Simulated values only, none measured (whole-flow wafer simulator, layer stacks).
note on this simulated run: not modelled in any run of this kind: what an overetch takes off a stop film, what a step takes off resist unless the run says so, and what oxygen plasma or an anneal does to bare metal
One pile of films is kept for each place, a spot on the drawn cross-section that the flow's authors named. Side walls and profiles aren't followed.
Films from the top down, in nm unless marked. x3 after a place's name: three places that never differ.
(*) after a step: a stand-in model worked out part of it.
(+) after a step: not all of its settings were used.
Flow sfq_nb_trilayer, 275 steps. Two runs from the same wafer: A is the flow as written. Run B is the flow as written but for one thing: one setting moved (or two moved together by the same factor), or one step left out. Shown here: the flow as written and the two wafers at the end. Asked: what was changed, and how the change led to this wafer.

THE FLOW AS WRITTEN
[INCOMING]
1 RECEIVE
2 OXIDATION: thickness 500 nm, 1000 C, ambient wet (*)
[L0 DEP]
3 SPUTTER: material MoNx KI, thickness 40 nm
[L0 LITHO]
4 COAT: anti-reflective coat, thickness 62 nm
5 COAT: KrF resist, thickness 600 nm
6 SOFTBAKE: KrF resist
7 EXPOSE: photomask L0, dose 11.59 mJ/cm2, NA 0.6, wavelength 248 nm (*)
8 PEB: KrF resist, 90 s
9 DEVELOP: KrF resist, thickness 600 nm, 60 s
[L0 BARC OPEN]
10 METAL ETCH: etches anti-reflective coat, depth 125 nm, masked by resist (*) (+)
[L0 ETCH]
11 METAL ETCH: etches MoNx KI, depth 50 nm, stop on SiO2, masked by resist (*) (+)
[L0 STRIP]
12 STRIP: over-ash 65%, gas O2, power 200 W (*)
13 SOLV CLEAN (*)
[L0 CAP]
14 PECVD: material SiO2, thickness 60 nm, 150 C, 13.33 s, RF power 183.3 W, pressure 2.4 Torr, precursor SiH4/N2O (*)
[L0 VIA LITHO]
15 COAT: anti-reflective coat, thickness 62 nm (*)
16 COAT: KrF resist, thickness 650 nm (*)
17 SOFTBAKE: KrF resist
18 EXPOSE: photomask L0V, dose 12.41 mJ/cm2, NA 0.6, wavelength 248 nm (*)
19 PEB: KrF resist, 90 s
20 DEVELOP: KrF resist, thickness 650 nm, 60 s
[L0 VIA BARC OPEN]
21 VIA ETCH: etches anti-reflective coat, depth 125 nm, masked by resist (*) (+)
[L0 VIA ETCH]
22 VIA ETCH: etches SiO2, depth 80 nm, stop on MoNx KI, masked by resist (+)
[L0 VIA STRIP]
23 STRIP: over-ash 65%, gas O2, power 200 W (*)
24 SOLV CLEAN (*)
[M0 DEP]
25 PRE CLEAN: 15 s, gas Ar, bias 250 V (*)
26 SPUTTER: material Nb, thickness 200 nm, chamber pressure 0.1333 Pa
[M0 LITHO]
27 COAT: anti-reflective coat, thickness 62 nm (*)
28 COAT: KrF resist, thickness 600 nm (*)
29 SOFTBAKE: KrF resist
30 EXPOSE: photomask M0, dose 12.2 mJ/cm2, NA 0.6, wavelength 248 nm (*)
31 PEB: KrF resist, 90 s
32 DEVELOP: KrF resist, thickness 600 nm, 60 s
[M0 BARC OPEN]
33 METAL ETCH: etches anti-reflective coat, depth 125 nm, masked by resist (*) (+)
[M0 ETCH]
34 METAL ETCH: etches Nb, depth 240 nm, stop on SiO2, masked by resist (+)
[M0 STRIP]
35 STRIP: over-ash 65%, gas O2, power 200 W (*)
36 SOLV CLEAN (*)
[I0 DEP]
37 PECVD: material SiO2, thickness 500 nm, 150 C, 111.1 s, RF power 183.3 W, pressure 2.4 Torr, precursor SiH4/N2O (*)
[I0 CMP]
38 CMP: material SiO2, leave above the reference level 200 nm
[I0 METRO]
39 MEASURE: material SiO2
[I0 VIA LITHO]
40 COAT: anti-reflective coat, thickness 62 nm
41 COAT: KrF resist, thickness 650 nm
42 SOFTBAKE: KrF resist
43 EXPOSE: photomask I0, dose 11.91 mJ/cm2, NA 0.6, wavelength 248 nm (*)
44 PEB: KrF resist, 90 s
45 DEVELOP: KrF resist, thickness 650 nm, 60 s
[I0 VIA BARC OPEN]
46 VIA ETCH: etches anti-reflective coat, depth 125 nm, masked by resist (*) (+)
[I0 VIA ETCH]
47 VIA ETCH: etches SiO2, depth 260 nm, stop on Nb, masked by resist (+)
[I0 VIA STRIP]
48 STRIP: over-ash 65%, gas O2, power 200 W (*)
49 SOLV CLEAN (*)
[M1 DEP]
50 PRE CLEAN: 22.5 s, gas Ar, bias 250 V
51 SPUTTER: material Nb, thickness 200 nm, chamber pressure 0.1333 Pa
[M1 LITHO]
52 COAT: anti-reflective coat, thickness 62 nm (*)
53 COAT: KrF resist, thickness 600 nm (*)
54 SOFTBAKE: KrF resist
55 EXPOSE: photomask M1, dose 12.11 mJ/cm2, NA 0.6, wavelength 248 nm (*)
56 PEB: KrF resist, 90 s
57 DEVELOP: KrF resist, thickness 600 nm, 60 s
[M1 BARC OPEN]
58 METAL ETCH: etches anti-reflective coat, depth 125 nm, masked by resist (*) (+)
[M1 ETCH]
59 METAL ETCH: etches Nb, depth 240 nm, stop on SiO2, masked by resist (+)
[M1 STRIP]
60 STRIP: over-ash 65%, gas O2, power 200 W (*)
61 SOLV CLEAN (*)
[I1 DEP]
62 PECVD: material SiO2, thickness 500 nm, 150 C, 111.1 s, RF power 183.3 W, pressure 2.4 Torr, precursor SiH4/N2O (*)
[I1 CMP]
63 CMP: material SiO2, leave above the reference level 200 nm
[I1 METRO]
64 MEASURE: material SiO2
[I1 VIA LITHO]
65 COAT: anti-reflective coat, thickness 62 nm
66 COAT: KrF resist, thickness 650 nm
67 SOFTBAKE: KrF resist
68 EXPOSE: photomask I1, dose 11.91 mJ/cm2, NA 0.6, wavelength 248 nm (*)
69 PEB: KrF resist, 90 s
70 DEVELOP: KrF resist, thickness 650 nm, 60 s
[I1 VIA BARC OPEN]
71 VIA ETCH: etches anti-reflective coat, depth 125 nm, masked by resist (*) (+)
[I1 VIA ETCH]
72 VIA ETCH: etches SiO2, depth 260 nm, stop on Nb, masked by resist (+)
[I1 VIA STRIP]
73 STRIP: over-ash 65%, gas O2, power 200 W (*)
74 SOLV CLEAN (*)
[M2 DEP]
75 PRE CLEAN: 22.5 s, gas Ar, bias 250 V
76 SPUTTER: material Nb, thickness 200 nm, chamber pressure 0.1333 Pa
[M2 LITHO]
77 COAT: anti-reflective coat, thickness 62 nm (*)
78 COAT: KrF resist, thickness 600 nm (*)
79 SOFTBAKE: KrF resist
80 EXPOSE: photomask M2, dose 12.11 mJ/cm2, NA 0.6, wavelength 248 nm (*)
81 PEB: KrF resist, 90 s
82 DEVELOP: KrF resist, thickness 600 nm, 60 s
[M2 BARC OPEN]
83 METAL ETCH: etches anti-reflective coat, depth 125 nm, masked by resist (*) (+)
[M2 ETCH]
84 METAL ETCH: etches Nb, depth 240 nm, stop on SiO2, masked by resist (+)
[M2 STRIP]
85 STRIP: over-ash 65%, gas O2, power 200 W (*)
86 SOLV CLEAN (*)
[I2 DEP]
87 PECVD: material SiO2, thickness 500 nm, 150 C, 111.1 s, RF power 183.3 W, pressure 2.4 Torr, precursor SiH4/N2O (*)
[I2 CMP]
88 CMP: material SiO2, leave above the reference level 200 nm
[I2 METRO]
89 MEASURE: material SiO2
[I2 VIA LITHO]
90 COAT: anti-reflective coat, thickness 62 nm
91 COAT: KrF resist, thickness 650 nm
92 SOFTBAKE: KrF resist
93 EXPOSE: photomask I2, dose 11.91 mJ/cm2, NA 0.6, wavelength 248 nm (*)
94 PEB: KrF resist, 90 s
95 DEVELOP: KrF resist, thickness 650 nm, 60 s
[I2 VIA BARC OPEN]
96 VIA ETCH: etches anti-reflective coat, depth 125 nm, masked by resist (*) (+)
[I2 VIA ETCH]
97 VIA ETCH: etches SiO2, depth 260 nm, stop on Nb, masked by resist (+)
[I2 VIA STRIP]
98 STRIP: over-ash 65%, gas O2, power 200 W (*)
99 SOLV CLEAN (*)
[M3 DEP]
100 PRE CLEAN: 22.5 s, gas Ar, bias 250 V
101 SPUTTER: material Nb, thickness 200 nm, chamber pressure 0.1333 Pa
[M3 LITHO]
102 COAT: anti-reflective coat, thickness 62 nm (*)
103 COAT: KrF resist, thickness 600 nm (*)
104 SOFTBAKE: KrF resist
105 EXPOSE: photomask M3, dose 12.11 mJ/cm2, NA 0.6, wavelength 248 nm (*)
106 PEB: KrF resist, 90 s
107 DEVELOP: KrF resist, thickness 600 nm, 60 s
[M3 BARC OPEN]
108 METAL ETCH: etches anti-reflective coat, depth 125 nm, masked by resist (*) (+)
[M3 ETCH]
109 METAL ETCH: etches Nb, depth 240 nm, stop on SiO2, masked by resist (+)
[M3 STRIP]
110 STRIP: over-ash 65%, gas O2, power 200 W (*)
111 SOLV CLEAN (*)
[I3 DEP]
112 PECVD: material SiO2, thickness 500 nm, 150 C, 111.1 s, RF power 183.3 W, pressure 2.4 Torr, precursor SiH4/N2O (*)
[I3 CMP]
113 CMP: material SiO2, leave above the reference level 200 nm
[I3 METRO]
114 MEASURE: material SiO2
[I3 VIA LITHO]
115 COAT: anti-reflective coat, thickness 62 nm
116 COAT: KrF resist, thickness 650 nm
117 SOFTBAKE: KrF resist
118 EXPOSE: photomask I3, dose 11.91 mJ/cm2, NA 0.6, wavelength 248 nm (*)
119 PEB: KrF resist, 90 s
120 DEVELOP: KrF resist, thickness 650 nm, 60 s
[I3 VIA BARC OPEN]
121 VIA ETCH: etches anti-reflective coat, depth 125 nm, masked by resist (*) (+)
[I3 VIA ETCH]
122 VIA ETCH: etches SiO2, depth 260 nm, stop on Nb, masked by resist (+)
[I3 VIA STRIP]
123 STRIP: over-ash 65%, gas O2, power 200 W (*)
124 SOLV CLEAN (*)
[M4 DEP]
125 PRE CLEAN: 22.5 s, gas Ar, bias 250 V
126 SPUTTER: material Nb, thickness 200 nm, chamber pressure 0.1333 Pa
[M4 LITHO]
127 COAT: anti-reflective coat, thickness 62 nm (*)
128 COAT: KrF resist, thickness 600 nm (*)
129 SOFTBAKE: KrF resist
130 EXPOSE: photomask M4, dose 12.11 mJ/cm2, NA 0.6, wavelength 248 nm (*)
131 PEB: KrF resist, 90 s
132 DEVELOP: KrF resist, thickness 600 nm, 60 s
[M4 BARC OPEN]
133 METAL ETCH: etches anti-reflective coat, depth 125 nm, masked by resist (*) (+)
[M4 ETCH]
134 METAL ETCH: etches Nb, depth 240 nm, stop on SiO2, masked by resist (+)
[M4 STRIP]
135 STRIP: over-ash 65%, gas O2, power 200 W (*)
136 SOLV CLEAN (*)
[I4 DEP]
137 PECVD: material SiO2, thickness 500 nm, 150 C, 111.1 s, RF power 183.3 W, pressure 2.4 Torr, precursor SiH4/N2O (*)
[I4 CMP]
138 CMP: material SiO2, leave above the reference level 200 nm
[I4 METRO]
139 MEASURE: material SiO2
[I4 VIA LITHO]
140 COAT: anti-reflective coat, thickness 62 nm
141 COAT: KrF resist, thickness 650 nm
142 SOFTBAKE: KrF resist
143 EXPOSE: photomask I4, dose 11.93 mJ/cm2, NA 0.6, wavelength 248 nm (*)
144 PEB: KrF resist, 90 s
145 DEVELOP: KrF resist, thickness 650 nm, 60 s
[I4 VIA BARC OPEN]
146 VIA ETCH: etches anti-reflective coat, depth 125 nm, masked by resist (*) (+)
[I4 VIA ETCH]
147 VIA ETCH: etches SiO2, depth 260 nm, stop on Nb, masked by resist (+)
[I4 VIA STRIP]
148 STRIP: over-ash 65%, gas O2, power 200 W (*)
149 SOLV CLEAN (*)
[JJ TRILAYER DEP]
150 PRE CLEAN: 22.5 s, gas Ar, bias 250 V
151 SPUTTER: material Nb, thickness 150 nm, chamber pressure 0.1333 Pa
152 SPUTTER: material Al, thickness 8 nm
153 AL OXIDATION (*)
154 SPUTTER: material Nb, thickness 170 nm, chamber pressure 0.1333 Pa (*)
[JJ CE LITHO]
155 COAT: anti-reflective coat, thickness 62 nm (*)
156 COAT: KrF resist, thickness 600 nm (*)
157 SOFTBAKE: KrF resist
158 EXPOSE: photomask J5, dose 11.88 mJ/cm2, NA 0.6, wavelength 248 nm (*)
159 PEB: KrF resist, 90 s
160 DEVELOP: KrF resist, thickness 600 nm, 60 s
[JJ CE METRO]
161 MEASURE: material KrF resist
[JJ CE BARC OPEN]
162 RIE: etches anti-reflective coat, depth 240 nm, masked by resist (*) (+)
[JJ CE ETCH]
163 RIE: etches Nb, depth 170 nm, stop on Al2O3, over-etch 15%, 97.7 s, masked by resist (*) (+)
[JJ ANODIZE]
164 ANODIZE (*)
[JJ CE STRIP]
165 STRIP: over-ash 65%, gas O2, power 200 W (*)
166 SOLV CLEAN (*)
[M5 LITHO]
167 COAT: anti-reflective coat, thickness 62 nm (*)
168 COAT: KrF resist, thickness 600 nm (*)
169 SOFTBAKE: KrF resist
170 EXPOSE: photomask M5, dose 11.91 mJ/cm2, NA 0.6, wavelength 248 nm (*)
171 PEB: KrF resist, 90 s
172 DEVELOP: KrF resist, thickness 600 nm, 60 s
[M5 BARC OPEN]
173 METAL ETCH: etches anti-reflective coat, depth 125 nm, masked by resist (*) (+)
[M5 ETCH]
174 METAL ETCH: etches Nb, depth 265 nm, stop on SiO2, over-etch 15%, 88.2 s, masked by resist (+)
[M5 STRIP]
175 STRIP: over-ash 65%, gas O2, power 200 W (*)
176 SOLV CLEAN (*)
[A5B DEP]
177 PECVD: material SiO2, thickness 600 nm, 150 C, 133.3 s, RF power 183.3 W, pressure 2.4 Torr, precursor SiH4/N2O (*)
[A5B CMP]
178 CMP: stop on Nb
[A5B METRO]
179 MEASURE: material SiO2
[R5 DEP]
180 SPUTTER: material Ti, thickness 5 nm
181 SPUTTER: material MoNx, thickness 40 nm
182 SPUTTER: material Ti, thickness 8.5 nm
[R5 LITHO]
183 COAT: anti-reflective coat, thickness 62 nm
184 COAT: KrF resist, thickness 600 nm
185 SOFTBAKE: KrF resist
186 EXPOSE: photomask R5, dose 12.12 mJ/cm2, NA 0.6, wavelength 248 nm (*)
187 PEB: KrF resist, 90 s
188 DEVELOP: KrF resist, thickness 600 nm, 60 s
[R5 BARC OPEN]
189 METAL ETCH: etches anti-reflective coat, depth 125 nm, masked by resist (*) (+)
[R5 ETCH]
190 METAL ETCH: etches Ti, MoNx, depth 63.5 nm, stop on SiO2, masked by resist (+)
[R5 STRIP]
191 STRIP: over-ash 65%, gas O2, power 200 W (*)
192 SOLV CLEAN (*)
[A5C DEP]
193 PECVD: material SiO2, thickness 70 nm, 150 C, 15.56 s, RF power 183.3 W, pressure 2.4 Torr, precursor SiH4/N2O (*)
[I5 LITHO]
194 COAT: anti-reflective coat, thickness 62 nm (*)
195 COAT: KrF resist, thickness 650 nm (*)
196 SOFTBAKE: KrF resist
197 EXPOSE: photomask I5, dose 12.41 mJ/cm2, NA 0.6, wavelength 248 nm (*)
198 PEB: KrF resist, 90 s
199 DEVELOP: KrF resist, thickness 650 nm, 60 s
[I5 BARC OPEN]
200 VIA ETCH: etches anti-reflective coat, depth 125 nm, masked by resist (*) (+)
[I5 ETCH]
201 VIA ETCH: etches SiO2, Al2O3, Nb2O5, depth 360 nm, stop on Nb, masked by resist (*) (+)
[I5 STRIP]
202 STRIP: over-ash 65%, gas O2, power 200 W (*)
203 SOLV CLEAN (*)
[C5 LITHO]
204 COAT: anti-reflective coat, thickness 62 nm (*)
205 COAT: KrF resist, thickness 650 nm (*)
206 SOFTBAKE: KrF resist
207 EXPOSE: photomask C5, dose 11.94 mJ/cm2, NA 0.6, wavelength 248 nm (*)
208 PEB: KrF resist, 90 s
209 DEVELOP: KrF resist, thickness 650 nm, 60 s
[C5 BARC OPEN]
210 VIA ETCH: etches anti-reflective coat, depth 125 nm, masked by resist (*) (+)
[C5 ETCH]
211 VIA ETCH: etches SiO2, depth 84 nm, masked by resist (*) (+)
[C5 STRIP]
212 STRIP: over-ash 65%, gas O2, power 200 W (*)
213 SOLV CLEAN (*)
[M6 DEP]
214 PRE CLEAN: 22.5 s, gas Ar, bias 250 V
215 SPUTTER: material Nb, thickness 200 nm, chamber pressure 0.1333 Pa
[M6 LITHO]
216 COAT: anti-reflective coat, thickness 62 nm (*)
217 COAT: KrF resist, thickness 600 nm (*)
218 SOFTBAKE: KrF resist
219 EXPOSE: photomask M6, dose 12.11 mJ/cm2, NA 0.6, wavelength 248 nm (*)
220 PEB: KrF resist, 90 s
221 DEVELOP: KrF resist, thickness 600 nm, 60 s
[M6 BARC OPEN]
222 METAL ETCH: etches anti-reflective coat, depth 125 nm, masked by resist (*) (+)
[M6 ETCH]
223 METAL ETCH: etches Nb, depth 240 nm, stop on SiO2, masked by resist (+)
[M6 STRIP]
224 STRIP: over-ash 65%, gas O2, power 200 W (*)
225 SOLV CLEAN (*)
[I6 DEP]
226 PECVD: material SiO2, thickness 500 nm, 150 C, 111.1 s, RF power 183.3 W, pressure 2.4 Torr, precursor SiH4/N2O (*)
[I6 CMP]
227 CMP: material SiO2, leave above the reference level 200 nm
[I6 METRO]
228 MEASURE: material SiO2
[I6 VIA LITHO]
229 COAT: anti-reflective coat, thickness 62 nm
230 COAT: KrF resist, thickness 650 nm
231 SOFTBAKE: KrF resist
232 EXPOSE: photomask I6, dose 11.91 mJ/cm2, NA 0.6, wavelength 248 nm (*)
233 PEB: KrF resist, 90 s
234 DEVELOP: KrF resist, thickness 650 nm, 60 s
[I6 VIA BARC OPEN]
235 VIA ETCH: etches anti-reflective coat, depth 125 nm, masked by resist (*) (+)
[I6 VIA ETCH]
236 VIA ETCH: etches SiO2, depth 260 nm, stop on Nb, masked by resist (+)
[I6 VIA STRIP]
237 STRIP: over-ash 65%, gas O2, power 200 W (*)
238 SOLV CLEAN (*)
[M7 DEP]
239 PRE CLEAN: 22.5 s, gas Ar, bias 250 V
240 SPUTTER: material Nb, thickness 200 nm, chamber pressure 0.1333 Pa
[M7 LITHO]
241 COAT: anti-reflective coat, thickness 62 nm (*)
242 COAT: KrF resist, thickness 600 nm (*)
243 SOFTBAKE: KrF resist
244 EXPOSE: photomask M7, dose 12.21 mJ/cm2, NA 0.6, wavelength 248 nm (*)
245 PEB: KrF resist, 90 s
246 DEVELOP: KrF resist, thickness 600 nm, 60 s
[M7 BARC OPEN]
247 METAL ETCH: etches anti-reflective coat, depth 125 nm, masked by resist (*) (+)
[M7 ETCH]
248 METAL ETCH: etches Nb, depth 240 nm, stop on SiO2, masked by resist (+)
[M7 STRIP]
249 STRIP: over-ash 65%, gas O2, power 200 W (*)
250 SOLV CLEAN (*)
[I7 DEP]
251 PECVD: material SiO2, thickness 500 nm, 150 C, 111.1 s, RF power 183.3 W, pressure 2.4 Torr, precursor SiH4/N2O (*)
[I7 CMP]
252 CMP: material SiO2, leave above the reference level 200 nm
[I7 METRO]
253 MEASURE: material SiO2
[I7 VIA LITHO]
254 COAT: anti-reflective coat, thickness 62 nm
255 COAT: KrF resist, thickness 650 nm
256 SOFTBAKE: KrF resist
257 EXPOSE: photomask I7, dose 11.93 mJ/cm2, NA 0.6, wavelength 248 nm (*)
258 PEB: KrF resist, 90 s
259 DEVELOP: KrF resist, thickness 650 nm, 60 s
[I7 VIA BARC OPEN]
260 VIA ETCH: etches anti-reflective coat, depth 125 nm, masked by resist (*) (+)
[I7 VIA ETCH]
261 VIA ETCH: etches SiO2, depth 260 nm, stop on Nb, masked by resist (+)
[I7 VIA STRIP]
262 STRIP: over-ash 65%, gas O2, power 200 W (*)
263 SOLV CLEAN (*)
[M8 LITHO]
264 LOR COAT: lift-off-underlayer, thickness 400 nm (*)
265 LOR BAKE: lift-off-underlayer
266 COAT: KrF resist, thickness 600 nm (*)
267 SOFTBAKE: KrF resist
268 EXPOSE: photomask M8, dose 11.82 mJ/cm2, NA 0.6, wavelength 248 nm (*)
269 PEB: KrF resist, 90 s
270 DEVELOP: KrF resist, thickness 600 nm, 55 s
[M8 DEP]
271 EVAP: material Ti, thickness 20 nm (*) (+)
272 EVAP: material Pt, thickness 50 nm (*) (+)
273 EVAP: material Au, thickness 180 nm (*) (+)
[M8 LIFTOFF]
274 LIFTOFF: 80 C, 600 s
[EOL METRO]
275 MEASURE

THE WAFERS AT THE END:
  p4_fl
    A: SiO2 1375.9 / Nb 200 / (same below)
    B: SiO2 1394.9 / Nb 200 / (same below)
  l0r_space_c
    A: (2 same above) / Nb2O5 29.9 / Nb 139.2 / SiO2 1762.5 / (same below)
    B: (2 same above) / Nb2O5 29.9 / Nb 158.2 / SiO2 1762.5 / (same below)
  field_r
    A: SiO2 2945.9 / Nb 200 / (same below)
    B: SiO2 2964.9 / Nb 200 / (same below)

The cause: step 151, SPUTTER: thickness 169 nm was run, where the flow has thickness 150 nm.

How the change led to this, step by step:
  151 SPUTTER: material Nb, thickness 150 nm, chamber pressure 0.1333 Pa
      field_l, v_sur, via_sp and 100 more: A Nb +150 (new film) | B Nb +169 (new film)
      via_wl, via_w, via_wr: A Nb +130.4 | B Nb +147.1
  155 COAT: anti-reflective coat, thickness 62 nm (*)
      via_wl, via_wr: A anti-reflective coat +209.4 (new film) | B anti-reflective coat +214.8 (new film)
  162 RIE: etches anti-reflective coat, depth 240 nm, masked by resist (*) (+)
      ce_l, c5j, ce_r, wl_jj: A KrF resist -209.4 | B KrF resist -214.8
      via_wl, via_wr: A anti-reflective coat -209.4 (all of it) | B anti-reflective coat -214.8 (all of it)
  165 STRIP: over-ash 65%, gas O2, power 200 W (*)
      c5j, ce_r: A KrF resist -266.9 (all of it), anti-reflective coat -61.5 (all of it) | B KrF resist -261.5 (all of it), anti-reflective coat -61.5 (all of it)
      ce_l: A KrF resist -266.8 (all of it), anti-reflective coat -61.4 (all of it) | B KrF resist -261.4 (all of it), anti-reflective coat -61.4 (all of it)
      (and at 1 more place)
  174 METAL ETCH: etches Nb, depth 265 nm, stop on SiO2, over-etch 15%, 88.2 s, masked by resist (+)
      field_l, r_sur, res and 50 more: A Al2O3 -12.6 (all of it), Nb2O5 -29.9 (all of it), Nb -139.2 (all of it), SiO2 -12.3 | B Al2O3 -12.6 (all of it), Nb2O5 -29.9 (all of it), Nb -158.2 (all of it), SiO2 -10.4
  178 CMP: stop on Nb
      field_l, p4_fl, p4_fm and 39 more: A SiO2 -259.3 | B SiO2 -242.2
      r_sur, res, r_end, moat, field_r, lsp_l: A SiO2 -252.3 | B SiO2 -234.5
      (and at 5 more places)
